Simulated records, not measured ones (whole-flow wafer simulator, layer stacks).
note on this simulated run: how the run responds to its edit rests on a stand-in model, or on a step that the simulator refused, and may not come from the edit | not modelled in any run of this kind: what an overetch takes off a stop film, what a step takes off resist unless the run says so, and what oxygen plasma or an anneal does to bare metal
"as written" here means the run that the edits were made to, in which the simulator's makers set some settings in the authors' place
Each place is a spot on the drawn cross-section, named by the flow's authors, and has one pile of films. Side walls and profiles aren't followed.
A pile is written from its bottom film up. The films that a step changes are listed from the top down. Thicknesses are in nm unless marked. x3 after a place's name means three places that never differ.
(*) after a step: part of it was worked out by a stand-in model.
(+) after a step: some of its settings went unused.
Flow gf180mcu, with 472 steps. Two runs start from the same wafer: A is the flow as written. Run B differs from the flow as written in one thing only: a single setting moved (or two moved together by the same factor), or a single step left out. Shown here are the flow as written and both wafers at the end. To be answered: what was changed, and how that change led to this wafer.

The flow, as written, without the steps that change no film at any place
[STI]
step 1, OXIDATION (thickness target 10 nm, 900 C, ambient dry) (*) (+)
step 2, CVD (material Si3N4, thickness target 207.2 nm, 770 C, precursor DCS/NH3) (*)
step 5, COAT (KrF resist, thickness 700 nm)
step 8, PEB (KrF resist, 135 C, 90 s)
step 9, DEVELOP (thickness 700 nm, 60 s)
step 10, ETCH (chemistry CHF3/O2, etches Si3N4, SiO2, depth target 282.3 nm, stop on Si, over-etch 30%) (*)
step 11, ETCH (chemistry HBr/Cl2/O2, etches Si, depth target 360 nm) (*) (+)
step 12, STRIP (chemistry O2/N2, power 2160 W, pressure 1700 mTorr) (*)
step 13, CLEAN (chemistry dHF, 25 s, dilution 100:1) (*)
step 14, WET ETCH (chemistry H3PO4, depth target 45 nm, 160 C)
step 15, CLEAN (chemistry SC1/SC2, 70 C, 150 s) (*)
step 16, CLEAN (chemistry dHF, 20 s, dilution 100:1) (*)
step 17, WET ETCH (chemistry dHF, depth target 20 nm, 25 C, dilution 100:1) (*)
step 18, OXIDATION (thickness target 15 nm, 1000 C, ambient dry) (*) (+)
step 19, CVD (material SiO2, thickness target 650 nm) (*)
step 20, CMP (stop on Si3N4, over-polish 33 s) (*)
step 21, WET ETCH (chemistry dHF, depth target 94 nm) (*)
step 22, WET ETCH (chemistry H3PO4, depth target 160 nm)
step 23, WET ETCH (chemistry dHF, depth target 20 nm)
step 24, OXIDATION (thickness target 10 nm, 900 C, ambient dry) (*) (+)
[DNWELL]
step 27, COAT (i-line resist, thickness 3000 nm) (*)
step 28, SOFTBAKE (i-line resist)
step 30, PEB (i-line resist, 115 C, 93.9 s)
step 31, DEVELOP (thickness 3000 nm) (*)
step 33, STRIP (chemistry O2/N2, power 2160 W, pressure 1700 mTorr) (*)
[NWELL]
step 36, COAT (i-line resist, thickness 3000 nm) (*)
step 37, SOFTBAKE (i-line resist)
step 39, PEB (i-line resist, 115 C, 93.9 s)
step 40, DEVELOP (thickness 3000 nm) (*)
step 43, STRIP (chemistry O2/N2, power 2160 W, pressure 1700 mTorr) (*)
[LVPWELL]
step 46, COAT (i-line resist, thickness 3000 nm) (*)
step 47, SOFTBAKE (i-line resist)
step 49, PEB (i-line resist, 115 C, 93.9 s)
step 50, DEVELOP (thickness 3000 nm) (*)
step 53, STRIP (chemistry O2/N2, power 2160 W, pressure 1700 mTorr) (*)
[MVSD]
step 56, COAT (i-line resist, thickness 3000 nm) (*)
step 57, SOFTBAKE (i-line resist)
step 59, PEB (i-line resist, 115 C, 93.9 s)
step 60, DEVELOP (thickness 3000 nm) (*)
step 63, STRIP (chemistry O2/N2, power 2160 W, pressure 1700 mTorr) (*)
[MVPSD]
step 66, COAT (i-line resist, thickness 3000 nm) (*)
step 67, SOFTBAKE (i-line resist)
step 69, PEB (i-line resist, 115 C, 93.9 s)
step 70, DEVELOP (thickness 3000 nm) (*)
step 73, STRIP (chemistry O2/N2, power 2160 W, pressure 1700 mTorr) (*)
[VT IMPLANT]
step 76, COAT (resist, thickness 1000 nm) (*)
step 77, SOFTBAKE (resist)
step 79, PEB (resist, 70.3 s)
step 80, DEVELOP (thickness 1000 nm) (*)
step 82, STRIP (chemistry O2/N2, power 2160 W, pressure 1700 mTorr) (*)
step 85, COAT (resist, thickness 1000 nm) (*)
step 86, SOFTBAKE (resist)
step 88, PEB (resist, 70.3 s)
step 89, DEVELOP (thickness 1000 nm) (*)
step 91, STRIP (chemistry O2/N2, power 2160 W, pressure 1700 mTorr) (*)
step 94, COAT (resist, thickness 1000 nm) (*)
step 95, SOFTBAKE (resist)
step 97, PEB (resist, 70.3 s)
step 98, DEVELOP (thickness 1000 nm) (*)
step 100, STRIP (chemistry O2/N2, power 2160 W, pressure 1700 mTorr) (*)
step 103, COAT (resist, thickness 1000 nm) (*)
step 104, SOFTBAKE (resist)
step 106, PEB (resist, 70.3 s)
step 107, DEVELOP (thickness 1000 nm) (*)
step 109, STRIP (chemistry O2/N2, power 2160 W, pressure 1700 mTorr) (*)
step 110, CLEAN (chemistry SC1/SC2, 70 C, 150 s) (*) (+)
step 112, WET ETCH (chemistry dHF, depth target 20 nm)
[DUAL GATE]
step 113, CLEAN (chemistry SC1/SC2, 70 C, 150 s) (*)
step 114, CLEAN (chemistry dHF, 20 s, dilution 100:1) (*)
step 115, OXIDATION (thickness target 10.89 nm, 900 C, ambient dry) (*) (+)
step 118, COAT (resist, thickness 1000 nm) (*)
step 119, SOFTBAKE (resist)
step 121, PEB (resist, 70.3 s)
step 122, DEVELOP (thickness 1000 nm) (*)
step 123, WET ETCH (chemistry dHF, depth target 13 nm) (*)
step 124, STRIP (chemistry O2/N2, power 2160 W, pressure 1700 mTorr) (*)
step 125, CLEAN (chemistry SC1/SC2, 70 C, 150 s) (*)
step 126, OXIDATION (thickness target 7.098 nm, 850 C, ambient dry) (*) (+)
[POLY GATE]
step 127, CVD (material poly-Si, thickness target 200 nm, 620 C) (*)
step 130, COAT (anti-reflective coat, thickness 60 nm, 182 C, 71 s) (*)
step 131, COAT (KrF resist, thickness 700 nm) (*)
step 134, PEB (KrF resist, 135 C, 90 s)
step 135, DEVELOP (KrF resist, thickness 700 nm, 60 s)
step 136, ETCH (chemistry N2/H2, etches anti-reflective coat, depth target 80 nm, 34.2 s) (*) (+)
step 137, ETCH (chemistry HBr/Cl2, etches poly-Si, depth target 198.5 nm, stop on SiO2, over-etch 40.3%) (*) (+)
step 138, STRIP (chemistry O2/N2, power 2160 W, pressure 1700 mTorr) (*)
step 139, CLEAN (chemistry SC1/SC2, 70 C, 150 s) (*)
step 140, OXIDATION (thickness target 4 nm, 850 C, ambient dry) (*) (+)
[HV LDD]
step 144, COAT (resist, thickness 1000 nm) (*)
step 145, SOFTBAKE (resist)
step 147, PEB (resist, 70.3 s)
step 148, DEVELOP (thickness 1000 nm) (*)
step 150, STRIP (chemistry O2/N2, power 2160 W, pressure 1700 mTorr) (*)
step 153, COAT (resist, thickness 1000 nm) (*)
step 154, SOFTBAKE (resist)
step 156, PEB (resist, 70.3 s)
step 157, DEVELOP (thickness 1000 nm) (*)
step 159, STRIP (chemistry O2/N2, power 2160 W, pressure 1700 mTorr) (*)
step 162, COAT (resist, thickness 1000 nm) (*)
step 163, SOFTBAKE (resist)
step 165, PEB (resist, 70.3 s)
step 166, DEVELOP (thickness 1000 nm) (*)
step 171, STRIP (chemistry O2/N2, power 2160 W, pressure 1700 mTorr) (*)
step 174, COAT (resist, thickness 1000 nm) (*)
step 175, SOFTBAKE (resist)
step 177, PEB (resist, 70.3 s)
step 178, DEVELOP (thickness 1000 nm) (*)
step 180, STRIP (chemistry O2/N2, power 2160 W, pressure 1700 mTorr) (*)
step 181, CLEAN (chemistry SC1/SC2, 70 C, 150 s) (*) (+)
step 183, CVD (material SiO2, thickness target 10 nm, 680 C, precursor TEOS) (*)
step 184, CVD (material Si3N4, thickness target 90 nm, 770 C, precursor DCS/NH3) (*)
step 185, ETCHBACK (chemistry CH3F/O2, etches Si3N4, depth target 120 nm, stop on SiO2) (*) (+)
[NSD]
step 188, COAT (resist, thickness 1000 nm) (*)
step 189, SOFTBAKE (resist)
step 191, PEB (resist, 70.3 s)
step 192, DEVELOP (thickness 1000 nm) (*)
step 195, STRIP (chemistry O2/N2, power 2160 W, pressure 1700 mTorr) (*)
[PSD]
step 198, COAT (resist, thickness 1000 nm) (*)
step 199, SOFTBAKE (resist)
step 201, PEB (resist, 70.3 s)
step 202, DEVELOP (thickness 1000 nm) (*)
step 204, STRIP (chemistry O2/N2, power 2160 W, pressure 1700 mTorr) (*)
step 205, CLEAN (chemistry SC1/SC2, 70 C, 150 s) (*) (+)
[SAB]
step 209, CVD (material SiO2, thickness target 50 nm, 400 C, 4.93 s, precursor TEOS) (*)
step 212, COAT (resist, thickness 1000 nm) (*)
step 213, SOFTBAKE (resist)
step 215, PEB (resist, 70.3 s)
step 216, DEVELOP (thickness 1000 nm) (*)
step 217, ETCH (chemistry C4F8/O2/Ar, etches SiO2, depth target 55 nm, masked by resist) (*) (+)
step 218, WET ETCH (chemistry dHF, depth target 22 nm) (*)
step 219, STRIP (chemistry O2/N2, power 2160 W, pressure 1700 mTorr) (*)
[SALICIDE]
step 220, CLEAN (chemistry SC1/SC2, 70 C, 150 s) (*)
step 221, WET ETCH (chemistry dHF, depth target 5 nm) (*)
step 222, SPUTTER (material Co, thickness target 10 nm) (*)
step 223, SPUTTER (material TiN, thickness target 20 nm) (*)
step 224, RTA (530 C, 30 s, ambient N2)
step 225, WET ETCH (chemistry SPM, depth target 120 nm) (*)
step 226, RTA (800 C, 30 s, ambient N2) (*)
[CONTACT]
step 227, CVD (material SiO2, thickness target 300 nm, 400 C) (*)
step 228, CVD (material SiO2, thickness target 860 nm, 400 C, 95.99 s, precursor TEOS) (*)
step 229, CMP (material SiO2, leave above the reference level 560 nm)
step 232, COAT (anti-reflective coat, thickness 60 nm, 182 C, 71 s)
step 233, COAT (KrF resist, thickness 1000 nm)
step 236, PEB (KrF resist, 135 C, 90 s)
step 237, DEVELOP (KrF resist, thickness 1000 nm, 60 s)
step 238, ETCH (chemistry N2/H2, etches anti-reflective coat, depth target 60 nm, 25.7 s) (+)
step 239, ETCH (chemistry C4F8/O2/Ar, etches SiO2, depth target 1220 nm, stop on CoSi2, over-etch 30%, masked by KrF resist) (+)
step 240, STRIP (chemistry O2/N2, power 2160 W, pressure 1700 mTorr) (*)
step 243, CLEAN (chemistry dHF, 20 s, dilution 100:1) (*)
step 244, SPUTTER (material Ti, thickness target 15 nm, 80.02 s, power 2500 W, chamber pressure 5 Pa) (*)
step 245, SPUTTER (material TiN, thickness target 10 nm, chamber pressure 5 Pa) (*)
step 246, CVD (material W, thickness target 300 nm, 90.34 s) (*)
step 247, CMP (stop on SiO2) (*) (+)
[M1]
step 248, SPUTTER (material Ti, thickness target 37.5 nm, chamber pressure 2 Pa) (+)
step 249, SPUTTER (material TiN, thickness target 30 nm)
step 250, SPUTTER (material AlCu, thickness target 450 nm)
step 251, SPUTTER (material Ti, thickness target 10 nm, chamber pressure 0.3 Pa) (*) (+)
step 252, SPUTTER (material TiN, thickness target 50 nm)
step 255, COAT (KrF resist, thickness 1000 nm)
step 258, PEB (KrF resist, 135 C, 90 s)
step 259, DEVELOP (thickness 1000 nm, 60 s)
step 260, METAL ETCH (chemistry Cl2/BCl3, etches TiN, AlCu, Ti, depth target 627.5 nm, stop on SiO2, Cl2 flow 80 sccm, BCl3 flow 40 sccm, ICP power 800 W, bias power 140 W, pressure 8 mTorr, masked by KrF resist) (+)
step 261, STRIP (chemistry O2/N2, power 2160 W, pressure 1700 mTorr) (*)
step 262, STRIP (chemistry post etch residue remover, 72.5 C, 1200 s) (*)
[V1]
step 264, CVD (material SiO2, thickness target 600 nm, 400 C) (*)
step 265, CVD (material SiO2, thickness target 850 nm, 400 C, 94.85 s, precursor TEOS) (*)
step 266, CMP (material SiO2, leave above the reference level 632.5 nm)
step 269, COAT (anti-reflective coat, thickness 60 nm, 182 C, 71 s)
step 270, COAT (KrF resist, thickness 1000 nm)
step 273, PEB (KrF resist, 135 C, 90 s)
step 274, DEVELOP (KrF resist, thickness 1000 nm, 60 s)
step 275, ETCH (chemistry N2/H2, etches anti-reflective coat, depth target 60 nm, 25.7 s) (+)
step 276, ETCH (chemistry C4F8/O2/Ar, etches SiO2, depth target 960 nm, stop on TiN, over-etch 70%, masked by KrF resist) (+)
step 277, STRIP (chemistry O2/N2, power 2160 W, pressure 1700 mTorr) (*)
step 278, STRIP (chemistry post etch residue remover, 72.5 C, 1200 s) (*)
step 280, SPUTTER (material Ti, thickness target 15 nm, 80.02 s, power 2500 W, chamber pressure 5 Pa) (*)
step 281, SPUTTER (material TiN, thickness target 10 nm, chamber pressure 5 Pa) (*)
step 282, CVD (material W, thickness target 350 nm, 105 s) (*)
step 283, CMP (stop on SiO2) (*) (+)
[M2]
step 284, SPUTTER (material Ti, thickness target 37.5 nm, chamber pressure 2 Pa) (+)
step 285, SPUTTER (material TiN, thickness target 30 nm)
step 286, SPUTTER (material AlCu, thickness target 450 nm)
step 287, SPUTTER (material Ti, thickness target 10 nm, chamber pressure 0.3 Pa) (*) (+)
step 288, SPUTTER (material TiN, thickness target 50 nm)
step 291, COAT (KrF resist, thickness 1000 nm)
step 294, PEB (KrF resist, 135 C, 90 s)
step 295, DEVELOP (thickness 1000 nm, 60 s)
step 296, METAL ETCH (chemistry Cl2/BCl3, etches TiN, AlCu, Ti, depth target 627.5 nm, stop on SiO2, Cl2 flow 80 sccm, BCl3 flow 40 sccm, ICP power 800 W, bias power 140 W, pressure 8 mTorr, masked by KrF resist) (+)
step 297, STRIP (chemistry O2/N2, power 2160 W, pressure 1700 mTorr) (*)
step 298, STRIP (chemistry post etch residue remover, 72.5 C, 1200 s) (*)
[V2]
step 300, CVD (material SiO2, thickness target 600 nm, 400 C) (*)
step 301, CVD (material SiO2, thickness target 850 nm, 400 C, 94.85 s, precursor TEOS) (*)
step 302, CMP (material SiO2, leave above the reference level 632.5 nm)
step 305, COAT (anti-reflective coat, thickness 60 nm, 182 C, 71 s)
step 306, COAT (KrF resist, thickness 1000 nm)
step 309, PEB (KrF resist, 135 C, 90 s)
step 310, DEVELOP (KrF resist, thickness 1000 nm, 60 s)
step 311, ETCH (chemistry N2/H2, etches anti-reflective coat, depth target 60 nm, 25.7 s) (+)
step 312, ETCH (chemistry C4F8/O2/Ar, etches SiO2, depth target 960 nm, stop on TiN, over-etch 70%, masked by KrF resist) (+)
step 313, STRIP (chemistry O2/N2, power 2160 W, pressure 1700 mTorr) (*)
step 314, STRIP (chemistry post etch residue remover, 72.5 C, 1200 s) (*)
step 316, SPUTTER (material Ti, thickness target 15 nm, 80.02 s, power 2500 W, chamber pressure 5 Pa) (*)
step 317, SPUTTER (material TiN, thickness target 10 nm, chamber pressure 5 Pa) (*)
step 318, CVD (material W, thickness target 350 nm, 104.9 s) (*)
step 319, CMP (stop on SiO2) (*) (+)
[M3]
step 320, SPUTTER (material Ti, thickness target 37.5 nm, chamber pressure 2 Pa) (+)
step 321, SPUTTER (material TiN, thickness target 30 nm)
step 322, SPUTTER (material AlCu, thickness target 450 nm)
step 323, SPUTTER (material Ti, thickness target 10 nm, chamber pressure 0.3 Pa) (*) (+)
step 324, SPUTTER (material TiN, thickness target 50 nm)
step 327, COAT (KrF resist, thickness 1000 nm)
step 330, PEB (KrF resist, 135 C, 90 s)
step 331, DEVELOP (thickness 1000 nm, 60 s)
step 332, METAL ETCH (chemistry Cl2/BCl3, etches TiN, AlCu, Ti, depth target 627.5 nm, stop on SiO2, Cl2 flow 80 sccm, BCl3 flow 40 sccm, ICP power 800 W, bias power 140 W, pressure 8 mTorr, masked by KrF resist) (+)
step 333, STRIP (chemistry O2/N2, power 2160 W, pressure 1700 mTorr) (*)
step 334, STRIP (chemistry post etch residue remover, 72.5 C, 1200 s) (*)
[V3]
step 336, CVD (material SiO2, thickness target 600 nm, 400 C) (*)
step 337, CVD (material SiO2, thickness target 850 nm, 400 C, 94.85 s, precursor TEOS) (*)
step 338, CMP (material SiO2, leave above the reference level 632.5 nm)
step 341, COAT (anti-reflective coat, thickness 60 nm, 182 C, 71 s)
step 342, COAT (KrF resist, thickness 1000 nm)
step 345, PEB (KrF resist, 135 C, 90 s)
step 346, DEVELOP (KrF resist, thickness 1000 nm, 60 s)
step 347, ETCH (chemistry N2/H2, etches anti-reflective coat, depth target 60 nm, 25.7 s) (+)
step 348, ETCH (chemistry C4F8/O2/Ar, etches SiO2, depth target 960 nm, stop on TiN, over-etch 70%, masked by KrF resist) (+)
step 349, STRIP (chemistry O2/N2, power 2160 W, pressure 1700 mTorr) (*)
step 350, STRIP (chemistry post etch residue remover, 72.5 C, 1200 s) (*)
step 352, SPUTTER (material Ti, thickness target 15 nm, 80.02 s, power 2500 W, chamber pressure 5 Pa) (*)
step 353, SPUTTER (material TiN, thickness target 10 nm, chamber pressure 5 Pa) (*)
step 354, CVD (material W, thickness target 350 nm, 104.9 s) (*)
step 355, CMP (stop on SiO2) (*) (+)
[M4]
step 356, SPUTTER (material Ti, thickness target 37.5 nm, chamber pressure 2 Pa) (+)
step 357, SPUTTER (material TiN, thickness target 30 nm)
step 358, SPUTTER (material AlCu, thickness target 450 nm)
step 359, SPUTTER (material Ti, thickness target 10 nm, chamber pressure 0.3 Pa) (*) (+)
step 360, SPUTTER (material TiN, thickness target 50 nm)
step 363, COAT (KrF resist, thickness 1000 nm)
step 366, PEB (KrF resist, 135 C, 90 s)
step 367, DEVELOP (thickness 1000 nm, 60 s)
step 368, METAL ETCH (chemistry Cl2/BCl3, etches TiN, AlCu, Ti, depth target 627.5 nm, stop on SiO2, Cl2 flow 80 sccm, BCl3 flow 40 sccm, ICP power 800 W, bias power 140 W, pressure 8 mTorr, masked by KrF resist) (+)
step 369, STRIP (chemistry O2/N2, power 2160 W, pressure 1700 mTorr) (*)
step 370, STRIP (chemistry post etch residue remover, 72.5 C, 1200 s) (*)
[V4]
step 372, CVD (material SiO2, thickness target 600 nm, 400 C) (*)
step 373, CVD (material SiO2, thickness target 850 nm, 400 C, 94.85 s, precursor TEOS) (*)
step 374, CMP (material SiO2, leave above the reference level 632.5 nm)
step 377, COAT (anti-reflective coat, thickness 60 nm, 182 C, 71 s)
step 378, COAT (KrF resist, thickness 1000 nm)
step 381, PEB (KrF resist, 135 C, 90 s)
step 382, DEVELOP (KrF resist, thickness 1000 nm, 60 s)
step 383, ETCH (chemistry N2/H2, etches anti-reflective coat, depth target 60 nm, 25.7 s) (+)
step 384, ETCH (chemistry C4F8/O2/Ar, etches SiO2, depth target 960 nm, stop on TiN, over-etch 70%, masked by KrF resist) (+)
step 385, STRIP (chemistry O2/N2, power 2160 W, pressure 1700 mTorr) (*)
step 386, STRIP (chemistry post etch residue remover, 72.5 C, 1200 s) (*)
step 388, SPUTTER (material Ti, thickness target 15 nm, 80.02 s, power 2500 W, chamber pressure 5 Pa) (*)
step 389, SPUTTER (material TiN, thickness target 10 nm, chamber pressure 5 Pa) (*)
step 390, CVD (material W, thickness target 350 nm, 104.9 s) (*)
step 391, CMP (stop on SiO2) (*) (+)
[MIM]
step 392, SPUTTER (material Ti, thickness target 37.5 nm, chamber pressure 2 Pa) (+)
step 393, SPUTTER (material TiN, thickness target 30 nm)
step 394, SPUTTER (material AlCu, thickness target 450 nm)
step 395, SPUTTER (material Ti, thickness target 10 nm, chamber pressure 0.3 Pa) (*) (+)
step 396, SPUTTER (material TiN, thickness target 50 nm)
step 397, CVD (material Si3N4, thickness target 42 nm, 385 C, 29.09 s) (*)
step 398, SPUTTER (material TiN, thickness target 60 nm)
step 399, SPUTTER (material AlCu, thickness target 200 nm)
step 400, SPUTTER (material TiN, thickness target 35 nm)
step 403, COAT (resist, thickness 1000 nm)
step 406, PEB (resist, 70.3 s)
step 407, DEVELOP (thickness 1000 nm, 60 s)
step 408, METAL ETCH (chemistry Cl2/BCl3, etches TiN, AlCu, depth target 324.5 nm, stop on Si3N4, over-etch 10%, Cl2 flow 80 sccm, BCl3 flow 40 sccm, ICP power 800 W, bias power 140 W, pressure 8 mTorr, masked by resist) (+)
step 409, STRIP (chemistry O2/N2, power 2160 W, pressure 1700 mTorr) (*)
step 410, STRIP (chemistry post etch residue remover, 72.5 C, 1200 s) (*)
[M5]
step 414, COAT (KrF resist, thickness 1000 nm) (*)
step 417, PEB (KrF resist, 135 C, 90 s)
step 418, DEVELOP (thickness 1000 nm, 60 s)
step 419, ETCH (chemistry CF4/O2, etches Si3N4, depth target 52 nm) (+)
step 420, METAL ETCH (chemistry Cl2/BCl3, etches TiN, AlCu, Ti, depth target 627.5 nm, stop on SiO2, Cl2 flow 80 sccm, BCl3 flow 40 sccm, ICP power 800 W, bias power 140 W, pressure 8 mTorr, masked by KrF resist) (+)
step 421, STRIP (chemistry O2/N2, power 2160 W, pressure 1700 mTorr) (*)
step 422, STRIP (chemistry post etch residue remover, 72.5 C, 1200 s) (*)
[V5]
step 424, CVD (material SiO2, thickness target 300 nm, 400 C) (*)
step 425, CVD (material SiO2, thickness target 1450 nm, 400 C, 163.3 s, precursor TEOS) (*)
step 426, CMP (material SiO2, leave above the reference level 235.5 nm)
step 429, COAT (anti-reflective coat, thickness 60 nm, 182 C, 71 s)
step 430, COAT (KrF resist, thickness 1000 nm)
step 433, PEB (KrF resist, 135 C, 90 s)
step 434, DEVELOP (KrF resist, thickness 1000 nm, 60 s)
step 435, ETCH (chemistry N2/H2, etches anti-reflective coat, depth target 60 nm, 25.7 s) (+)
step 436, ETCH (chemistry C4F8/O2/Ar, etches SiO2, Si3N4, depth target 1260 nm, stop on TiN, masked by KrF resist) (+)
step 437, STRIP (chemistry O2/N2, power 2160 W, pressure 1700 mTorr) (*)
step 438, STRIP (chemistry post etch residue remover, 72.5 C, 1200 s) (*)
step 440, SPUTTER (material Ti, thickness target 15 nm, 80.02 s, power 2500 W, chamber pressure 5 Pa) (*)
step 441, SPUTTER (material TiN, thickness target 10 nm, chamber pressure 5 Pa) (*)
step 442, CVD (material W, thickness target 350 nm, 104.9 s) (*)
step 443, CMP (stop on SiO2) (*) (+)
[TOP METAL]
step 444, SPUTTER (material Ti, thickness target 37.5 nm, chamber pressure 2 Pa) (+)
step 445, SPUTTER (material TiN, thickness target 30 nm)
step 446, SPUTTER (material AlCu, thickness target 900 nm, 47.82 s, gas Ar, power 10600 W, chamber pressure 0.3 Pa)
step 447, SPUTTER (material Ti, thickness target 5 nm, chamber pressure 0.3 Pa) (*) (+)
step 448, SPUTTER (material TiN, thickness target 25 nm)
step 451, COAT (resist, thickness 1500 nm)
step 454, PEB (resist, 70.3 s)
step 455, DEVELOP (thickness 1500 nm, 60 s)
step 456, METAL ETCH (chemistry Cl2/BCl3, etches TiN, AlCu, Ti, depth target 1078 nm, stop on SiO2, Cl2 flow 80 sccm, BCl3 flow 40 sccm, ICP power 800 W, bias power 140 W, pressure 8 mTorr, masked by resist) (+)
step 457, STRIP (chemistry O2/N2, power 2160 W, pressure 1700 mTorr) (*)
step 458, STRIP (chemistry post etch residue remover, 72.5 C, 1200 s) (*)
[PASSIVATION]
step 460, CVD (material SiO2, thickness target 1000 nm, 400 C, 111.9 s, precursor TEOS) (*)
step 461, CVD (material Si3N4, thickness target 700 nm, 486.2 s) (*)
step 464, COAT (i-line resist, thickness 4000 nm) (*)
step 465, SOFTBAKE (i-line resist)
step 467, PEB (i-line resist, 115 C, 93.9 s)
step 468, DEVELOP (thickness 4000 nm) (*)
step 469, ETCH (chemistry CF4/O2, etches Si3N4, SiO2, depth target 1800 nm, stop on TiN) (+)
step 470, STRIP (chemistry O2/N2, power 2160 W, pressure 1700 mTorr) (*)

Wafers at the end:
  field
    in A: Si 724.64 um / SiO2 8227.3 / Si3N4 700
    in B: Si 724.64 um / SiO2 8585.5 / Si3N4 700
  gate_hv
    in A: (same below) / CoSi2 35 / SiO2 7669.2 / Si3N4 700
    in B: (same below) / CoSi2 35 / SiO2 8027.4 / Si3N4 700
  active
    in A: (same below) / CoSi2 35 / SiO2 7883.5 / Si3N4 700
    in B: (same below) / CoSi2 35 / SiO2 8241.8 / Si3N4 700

Cause: step 338, CMP: leave above the reference level 993 nm was run, while the flow as written has leave above the reference level 632.5 nm.

Step by step, how the change led to this:
  step 338, CMP (material SiO2, leave above the reference level 632.5 nm)
      field, field__w1, field__w2 and 103 more: A SiO2 loses 300 | B nothing
      field__w8, contact, m1, m1__w1, m1_nw: A SiO2 loses 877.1 | B SiO2 loses 516.6
  step 341, COAT (anti-reflective coat, thickness 60 nm, 182 C, 71 s)
      field: A anti-reflective coat gains 60 (new film) | B anti-reflective coat gains 84.2 (new film)
      field__w8: A anti-reflective coat gains 60 (new film) | B anti-reflective coat gains 27.7 (new film)
      (and at 11 other places as well)
  step 342, COAT (KrF resist, thickness 1000 nm)
      contact: A KrF resist gains 1000 (new film) | B KrF resist gains 978 (new film)
      m1: A KrF resist gains 1000 (new film) | B KrF resist gains 975.6 (new film)
      (and at 3 other places as well)
  step 346, DEVELOP (KrF resist, thickness 1000 nm, 60 s)
      contact: A KrF resist loses 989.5 (all of it) | B KrF resist loses 967.7 (all of it)
  step 347, ETCH (chemistry N2/H2, etches anti-reflective coat, depth target 60 nm, 25.7 s) (+)
      contact: A anti-reflective coat loses 60 (all of it), SiO2 loses 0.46 | B anti-reflective coat loses 31.2 (all of it), SiO2 loses 1.2
  step 348, ETCH (chemistry C4F8/O2/Ar, etches SiO2, depth target 960 nm, stop on TiN, over-etch 70%, masked by KrF resist) (+)
      contact: A SiO2 loses 572.5 (all of it) | B SiO2 loses 932.2 (all of it)
  step 349, STRIP (chemistry O2/N2, power 2160 W, pressure 1700 mTorr) (*)
      field: A KrF resist loses 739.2 (all of it), anti-reflective coat loses 60 (all of it) | B KrF resist loses 727.9 (all of it), anti-reflective coat loses 84.2 (all of it)
      field__w8: A KrF resist loses 739.2 (all of it), anti-reflective coat loses 60 (all of it) | B KrF resist loses 732.6 (all of it), anti-reflective coat loses 27.7 (all of it)
      (and at 12 other places as well)
  step 352, SPUTTER (material Ti, thickness target 15 nm, 80.02 s, power 2500 W, chamber pressure 5 Pa) (*)
      contact: A Ti gains 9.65 (new film) | B Ti gains 8.11 (new film)
  step 353, SPUTTER (material TiN, thickness target 10 nm, chamber pressure 5 Pa) (*)
      contact: A TiN gains 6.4 (new film) | B TiN gains 5.38 (new film)
  step 354, CVD (material W, thickness target 350 nm, 104.9 s) (*)
      contact: A W gains 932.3 (new film) | B W gains 1234.8 (new film)
  step 355, CMP (stop on SiO2) (*) (+)
      field__w8, m1, m1__w1, m1_nw: A W loses 350 (all of it), TiN loses 10 (all of it), Ti loses 15 (all of it), SiO2 loses 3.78 | B W loses 350 (all of it), TiN loses 10 (all of it), Ti loses 15 (all of it), SiO2 loses 6.05
  step 363, COAT (KrF resist, thickness 1000 nm)
      field__w8: A KrF resist gains 1000 (new film) | B KrF resist gains 952.8 (new film)
      m1: A KrF resist gains 1000 (new film) | B KrF resist gains 951.8 (new film)
      (and at 2 other places as well)
  step 369, STRIP (chemistry O2/N2, power 2160 W, pressure 1700 mTorr) (*)
      field__w8: A KrF resist loses 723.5 (all of it) | B KrF resist loses 676.8 (all of it)
      m1: A KrF resist loses 723.5 (all of it) | B KrF resist loses 675.8 (all of it)
      (and at 2 other places as well)
  step 374, CMP (material SiO2, leave above the reference level 632.5 nm)
      field, field__w1, field__w2 and 103 more: A SiO2 loses 300 | B SiO2 loses 241.7
      contact: A SiO2 loses 877.1 | B SiO2 loses 818.8
  step 384, ETCH (chemistry C4F8/O2/Ar, etches SiO2, depth target 960 nm, stop on TiN, over-etch 70%, masked by KrF resist) (+)
      contact: A SiO2 loses 572.5 (all of it) | B SiO2 loses 630.7 (all of it)
  step 390, CVD (material W, thickness target 350 nm, 104.9 s) (*)
      contact: A W gains 932.3 (new film) | B W gains 990.9 (new film)
